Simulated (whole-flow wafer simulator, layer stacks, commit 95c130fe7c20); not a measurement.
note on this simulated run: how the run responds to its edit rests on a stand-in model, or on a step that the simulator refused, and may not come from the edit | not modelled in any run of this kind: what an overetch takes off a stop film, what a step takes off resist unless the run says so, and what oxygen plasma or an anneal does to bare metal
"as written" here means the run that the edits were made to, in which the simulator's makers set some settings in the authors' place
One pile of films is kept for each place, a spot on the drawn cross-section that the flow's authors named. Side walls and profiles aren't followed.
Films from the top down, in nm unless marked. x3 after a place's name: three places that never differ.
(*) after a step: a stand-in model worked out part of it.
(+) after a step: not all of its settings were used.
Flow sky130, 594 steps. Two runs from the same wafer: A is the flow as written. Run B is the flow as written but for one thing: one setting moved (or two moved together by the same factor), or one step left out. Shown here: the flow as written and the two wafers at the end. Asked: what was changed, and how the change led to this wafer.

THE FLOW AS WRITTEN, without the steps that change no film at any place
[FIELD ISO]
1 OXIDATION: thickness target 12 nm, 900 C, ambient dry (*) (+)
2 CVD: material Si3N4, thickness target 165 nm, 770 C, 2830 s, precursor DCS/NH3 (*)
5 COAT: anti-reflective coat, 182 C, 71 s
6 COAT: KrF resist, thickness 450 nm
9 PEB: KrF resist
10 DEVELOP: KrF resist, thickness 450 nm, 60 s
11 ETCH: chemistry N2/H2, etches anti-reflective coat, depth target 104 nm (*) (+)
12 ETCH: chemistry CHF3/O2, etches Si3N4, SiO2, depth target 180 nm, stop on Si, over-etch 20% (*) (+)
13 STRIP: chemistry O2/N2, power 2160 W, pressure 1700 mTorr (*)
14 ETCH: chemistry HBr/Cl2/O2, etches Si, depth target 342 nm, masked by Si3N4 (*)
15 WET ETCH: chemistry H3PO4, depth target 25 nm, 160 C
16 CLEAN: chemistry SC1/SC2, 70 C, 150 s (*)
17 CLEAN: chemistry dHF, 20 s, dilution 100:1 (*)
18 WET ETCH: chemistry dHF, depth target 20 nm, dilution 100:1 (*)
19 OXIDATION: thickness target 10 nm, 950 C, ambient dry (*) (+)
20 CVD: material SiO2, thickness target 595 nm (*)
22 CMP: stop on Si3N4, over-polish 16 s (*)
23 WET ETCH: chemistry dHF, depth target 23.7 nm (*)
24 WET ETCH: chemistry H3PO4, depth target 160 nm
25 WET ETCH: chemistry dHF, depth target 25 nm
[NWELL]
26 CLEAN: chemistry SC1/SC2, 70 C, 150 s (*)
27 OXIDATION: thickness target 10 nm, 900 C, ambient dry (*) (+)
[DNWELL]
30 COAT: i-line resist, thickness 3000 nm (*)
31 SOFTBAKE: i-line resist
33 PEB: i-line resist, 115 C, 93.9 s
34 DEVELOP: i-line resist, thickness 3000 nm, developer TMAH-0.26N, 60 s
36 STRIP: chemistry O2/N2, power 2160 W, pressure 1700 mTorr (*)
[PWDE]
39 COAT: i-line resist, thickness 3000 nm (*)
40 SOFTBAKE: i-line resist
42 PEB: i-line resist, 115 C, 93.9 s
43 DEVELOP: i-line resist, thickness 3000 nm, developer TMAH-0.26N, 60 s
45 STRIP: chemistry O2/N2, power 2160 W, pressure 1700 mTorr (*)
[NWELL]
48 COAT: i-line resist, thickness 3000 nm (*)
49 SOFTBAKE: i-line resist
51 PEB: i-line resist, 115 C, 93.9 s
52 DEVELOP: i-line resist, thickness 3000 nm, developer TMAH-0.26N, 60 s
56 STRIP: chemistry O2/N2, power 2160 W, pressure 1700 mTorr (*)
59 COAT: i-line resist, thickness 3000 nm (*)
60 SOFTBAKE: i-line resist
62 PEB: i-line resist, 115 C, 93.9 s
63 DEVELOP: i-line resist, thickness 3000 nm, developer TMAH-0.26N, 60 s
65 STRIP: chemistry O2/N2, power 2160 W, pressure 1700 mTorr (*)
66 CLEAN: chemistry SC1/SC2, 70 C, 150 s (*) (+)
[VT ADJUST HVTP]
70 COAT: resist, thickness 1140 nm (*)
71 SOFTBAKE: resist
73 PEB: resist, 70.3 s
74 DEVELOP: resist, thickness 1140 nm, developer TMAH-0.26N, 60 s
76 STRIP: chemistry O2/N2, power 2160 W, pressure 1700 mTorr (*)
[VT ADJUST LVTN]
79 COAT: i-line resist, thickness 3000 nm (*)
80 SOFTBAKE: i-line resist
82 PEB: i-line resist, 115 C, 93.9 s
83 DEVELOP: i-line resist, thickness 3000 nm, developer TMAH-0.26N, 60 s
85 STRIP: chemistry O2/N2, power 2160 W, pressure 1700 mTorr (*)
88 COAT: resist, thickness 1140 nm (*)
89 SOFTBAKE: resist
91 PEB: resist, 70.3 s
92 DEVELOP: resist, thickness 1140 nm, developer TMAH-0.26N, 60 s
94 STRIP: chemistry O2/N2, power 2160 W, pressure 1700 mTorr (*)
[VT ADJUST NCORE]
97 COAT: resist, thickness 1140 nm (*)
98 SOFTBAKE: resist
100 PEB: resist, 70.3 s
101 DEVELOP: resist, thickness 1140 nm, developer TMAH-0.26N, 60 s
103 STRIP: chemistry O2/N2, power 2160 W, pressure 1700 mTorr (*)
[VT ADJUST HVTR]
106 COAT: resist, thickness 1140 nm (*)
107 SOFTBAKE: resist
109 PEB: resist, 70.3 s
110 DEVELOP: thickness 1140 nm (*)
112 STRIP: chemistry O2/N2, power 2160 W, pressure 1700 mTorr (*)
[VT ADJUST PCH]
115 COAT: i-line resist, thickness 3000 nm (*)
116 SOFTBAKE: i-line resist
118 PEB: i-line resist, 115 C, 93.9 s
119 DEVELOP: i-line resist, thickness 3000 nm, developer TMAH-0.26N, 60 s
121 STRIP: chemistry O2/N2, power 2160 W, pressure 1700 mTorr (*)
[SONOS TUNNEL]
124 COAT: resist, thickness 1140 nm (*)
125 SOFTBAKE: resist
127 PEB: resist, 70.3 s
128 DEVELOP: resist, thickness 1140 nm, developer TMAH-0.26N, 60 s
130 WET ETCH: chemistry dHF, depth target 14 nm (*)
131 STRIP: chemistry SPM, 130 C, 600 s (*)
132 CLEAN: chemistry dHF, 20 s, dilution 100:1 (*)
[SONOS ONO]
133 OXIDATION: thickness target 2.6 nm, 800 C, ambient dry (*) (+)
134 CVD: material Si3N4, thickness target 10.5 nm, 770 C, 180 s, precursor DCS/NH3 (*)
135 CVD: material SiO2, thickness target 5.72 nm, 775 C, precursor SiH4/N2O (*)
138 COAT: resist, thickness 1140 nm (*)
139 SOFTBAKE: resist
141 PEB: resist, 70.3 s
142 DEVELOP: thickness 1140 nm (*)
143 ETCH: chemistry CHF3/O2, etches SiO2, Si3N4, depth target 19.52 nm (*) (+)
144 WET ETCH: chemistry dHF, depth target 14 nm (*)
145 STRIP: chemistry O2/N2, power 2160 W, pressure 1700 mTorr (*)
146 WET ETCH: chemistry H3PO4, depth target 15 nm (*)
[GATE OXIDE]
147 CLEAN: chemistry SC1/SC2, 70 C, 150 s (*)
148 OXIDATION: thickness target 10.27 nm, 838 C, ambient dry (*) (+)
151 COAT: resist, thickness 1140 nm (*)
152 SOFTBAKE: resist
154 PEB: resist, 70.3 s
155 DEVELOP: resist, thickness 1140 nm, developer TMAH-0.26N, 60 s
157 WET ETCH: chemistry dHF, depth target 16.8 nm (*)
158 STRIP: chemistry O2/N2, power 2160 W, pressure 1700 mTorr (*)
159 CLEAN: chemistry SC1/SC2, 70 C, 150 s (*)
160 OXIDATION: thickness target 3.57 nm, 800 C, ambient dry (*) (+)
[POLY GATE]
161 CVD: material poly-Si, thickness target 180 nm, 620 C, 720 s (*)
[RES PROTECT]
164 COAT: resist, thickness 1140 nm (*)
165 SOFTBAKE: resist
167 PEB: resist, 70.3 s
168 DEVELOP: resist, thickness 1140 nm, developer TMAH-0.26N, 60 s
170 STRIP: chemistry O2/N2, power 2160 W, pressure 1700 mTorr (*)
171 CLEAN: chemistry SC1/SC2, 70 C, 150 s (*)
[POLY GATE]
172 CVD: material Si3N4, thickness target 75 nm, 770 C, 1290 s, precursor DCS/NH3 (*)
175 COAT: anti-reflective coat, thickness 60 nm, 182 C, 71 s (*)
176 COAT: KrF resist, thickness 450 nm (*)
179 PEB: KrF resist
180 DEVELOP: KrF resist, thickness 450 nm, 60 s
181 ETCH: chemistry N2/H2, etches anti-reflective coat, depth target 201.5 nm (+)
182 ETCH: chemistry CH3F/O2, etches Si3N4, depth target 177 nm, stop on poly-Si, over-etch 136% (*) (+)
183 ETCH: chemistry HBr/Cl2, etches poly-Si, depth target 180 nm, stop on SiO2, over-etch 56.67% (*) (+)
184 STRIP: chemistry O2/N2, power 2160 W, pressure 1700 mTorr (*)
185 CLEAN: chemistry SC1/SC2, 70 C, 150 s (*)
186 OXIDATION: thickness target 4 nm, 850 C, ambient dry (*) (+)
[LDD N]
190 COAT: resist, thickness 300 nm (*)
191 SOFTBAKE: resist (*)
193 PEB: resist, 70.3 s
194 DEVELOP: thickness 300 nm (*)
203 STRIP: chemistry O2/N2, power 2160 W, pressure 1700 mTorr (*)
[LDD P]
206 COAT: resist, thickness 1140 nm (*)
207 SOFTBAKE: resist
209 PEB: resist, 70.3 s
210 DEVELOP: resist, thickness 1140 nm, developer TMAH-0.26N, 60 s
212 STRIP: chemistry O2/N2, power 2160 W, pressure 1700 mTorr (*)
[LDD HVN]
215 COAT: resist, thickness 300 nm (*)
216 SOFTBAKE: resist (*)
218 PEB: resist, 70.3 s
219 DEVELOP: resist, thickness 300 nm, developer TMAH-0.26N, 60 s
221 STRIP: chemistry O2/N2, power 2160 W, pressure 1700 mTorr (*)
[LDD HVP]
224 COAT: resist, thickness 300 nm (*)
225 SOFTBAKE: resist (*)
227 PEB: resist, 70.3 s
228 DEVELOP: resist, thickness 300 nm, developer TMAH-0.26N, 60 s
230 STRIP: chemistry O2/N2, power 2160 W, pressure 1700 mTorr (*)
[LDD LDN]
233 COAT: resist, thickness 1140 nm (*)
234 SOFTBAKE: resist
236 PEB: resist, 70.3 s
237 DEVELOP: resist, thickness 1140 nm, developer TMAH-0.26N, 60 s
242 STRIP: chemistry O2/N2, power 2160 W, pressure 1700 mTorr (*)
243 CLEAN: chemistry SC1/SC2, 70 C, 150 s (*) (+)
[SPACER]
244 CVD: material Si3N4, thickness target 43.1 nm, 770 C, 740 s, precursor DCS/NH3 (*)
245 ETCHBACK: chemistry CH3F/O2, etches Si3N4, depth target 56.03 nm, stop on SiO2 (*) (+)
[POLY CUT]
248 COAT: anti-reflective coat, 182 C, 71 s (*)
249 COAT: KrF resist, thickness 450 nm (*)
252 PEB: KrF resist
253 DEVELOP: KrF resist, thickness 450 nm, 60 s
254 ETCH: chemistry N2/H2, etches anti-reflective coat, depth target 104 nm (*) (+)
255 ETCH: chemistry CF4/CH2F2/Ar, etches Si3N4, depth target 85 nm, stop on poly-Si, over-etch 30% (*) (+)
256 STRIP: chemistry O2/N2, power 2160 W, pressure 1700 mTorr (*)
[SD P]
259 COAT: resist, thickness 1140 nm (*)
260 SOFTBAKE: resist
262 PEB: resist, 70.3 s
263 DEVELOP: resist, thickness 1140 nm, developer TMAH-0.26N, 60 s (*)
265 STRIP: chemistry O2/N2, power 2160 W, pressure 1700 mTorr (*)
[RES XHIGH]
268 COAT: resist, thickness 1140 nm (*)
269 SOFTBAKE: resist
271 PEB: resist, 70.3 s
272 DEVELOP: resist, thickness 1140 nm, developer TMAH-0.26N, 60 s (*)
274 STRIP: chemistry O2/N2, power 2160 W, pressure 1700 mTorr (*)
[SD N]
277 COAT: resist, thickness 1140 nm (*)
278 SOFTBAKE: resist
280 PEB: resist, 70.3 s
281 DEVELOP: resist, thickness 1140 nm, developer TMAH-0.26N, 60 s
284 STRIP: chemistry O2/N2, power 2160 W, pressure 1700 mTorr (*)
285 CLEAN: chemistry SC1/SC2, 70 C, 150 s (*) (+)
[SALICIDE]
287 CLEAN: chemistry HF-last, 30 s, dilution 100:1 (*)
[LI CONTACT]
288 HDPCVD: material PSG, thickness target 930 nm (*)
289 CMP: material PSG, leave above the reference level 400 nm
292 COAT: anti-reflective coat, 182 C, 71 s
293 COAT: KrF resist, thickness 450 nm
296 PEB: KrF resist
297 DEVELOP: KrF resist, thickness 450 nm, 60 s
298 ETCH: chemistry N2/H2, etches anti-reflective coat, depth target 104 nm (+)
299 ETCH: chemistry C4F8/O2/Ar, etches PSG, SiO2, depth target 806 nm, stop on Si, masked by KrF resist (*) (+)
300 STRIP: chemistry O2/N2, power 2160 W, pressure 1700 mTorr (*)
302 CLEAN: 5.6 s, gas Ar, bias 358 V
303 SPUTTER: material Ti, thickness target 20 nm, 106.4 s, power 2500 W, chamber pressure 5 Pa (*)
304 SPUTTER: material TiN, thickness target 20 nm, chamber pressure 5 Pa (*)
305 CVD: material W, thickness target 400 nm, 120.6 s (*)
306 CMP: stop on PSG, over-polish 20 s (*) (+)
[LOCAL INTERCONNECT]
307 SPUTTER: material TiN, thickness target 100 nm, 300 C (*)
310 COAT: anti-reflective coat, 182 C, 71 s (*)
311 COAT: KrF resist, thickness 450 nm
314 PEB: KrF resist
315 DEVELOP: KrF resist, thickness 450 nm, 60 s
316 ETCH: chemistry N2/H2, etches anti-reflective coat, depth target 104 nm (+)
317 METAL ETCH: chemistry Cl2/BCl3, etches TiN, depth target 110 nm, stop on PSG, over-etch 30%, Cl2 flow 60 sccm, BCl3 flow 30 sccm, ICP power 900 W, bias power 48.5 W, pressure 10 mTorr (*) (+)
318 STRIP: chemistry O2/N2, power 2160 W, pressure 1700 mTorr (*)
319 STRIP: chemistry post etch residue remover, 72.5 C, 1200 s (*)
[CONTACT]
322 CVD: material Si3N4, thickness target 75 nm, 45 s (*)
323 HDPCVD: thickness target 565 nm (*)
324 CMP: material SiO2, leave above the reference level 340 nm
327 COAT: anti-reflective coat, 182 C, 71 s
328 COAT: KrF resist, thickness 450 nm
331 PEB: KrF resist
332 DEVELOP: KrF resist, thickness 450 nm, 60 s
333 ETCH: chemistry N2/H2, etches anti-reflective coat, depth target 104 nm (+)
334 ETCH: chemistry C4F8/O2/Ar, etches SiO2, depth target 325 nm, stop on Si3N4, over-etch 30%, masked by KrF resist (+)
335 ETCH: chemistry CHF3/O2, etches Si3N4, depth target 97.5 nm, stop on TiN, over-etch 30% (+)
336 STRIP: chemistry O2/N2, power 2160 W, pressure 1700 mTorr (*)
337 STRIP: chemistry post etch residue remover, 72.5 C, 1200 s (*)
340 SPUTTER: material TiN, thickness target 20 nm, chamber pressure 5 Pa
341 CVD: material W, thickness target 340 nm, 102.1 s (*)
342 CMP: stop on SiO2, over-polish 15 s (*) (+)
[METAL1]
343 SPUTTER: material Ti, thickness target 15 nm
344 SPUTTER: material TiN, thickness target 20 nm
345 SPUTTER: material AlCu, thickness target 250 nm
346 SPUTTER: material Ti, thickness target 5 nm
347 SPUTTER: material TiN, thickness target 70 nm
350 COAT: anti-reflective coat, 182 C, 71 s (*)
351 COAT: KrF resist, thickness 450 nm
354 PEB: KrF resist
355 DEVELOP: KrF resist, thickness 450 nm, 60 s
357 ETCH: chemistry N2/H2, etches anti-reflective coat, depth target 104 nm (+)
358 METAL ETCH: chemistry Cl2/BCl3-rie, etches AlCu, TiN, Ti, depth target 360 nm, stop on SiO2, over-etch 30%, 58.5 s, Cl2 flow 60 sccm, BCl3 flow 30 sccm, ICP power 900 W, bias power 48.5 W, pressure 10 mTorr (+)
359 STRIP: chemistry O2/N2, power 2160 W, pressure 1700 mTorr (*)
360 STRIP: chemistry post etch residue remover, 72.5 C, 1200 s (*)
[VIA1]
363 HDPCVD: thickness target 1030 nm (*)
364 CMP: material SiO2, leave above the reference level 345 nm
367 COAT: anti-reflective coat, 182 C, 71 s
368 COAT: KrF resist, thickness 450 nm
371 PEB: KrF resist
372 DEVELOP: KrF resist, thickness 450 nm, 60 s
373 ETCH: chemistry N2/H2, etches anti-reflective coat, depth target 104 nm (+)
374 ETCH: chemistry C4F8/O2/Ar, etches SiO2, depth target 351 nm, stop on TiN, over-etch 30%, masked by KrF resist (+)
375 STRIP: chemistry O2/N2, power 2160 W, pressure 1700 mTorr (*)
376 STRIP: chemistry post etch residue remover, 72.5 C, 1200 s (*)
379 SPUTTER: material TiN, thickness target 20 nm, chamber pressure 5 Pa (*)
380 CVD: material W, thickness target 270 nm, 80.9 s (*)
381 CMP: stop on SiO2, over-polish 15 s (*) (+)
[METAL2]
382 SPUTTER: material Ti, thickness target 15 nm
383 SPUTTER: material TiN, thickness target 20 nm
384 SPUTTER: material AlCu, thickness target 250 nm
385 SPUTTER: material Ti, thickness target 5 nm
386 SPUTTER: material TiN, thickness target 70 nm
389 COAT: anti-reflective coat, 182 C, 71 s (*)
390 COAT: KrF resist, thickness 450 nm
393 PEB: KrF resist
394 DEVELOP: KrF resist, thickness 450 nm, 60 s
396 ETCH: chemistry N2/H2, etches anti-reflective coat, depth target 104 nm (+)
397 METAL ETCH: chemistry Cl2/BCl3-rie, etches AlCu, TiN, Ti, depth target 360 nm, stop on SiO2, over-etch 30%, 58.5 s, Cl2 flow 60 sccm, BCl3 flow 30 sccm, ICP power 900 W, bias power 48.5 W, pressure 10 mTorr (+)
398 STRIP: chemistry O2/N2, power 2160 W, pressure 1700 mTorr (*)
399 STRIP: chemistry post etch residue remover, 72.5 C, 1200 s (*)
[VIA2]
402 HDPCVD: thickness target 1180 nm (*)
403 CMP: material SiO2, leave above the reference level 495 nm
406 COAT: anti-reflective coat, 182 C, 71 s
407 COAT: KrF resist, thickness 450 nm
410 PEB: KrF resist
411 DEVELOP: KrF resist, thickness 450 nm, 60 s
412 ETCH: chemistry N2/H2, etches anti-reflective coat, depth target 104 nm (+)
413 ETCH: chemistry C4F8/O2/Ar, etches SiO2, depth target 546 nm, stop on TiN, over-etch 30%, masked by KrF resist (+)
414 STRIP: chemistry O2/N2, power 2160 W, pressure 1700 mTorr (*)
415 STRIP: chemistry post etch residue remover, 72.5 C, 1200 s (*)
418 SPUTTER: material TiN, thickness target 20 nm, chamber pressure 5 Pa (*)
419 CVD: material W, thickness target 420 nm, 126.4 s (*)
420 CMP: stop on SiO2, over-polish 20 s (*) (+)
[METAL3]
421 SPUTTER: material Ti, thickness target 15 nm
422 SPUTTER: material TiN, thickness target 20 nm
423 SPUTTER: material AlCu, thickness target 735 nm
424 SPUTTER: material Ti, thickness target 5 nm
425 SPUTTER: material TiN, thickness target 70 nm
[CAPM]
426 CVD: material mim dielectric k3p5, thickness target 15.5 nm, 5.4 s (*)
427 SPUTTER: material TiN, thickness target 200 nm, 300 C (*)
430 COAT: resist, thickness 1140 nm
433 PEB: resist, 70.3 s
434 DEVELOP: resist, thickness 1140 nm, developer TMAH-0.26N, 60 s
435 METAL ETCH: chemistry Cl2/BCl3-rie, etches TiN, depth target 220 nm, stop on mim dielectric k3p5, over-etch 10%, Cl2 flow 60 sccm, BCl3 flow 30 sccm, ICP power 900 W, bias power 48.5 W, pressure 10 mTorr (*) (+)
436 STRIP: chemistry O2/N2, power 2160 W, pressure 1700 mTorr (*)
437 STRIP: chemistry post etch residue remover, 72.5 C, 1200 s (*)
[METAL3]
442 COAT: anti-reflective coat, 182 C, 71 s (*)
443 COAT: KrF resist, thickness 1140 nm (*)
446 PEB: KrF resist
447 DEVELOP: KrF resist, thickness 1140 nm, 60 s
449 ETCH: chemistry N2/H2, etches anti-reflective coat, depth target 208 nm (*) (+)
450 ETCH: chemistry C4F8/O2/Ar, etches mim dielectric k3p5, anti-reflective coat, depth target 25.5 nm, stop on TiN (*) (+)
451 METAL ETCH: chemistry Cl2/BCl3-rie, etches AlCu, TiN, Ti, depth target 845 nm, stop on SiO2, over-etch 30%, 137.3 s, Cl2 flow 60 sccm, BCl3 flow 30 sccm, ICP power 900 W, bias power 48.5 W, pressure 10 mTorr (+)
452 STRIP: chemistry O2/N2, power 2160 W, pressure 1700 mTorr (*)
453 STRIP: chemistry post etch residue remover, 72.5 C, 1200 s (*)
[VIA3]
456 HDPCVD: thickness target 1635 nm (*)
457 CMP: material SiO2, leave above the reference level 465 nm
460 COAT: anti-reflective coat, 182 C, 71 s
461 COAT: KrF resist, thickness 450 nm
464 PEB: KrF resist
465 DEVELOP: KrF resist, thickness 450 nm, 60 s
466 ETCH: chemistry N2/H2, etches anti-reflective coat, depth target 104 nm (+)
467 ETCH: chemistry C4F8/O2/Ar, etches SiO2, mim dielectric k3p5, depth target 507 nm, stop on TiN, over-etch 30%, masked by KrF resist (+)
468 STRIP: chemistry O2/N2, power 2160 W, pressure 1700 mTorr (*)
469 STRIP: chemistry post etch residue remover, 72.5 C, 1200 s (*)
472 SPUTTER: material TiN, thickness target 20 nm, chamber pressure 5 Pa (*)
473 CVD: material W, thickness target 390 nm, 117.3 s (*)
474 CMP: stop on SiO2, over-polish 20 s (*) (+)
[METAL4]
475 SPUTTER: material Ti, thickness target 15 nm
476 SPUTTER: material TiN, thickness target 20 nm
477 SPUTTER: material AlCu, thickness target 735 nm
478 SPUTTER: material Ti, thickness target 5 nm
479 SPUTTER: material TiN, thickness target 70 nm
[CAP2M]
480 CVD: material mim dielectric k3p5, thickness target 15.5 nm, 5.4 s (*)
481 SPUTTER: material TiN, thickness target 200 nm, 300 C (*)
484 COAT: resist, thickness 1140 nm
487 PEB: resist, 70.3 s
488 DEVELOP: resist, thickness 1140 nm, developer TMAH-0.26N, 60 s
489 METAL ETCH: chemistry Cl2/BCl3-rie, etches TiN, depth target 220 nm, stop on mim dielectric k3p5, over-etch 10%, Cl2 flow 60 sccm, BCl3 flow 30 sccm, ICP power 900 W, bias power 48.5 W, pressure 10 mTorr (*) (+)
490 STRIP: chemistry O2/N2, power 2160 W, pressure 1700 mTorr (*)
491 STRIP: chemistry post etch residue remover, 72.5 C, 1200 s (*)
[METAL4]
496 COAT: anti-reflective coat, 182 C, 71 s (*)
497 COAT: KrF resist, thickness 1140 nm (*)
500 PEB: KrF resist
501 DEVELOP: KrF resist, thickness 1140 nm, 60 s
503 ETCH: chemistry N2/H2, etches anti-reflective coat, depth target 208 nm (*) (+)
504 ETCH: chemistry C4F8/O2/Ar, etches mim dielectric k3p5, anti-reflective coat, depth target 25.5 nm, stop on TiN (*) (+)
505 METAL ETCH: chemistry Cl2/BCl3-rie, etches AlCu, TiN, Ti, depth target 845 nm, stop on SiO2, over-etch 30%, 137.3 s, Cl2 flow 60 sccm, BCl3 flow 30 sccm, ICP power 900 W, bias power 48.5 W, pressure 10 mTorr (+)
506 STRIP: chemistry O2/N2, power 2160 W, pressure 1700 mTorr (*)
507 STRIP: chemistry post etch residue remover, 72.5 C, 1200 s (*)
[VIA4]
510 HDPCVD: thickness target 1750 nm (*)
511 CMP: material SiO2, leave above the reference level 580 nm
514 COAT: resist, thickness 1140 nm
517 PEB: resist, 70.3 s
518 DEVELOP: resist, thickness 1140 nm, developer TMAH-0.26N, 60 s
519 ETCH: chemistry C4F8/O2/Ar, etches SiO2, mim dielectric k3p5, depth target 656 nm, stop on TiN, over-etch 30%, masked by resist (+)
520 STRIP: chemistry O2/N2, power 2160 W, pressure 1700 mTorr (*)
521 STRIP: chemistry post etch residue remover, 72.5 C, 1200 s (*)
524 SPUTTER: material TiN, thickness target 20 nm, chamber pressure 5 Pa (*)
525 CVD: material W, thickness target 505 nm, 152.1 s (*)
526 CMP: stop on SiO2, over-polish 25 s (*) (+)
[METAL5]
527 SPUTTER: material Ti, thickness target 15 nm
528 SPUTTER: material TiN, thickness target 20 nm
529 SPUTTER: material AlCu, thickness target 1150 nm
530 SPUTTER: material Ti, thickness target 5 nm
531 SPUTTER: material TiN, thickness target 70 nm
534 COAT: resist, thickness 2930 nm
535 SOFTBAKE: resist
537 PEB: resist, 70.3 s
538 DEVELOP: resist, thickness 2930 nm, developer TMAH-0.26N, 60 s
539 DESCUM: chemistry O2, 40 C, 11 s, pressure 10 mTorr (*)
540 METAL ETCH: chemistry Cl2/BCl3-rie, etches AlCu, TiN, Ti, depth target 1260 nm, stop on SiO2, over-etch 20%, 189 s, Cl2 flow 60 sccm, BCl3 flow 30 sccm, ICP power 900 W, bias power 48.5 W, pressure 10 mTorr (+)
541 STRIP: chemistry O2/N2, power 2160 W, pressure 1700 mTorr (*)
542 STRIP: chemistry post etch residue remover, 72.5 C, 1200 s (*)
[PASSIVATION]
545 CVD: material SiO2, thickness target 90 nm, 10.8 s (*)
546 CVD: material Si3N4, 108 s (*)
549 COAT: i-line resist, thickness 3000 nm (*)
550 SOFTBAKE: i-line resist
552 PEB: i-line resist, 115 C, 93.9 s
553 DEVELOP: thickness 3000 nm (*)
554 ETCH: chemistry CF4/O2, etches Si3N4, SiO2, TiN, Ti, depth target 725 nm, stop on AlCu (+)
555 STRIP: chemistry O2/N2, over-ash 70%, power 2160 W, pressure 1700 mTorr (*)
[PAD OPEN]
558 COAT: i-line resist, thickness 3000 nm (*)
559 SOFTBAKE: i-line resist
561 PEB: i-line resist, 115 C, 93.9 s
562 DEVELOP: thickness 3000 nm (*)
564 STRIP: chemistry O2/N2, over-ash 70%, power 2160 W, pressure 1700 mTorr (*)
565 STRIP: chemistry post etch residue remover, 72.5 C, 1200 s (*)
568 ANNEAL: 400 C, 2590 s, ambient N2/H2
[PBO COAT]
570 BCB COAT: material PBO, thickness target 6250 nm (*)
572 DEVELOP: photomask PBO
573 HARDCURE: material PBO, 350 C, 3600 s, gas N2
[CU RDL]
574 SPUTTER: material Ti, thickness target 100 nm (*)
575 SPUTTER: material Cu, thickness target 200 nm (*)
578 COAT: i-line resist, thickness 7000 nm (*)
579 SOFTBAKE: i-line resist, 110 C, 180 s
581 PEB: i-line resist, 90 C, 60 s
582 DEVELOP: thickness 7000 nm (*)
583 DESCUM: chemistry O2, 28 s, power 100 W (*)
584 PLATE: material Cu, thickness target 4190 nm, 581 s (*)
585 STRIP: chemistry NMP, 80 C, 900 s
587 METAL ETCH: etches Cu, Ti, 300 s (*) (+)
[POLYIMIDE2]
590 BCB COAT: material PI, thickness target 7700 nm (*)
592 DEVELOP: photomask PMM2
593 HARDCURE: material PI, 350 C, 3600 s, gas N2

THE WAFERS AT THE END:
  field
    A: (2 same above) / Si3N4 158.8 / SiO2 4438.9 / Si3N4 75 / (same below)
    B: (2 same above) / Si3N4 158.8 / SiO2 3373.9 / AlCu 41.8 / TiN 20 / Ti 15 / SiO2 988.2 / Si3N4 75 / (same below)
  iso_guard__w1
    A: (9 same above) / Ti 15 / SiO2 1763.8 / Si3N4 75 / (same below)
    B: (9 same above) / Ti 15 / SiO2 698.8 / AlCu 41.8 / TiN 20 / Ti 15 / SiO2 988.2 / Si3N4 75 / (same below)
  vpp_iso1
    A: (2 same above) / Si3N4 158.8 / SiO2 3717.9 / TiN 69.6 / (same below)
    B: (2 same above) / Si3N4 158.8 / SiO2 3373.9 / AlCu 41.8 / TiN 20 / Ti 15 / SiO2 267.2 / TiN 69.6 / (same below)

The cause: step 397, METAL ETCH: depth target 212.4 nm was run, where the flow has depth target 360 nm; step 397, METAL ETCH: 34.5 s was run, where the flow has 58.5 s.

How the change led to this, step by step:
  397 METAL ETCH: chemistry Cl2/BCl3-rie, etches AlCu, TiN, Ti, depth target 360 nm, stop on SiO2, over-etch 30%, 58.5 s, Cl2 flow 60 sccm, BCl3 flow 30 sccm, ICP power 900 W, bias power 48.5 W, pressure 10 mTorr (+)
      field, active, gate and 82 more: A TiN -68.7 (all of it), Ti -5 (all of it), AlCu -250 (all of it), TiN -20 (all of it), Ti -15 (all of it), SiO2 -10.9 | B TiN -68.7 (all of it), Ti -5 (all of it), AlCu -202.5
      n_well, p_well, gate_hv and 103 more: A KrF resist -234 | B KrF resist -138.1
  398 STRIP: chemistry O2/N2, power 2160 W, pressure 1700 mTorr (*)
      gate_hv, mim, dice_street and 94 more: A KrF resist -143.8 (all of it), anti-reflective coat -80 (all of it) | B KrF resist -239.8 (all of it), anti-reflective coat -80 (all of it)
      n_well, p_well, sd_n, sd_p, pad, gate_p, vpp_tail: A KrF resist -143.8 (all of it), anti-reflective coat -80 (all of it) | B KrF resist -239.7 (all of it), anti-reflective coat -80 (all of it)
      (and at 2 more places)
  399 STRIP: chemistry post etch residue remover, 72.5 C, 1200 s (*)
      field, active, gate and 82 more: A nothing | B AlCu -5.72
  402 HDPCVD: thickness target 1180 nm (*)
      field, active, gate and 82 more: A SiO2 +1180 | B SiO2 +1180 (new film)
  403 CMP: material SiO2, leave above the reference level 495 nm
      field, active, gate and 82 more: A SiO2 -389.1 | B SiO2 -476.8
Counting metal films that touch as one body, field has 1 body; the flow as written gives 0 bodies.
Counting metal films that touch as one body, iso_guard__w1 has 2 bodies (between them, from the top down: SiO2 698.8); the flow as written gives 1 body.
Counting metal films that touch as one body, vpp_iso1 has 2 bodies (between them, from the top down: SiO2 267.2); the flow as written gives 1 body.
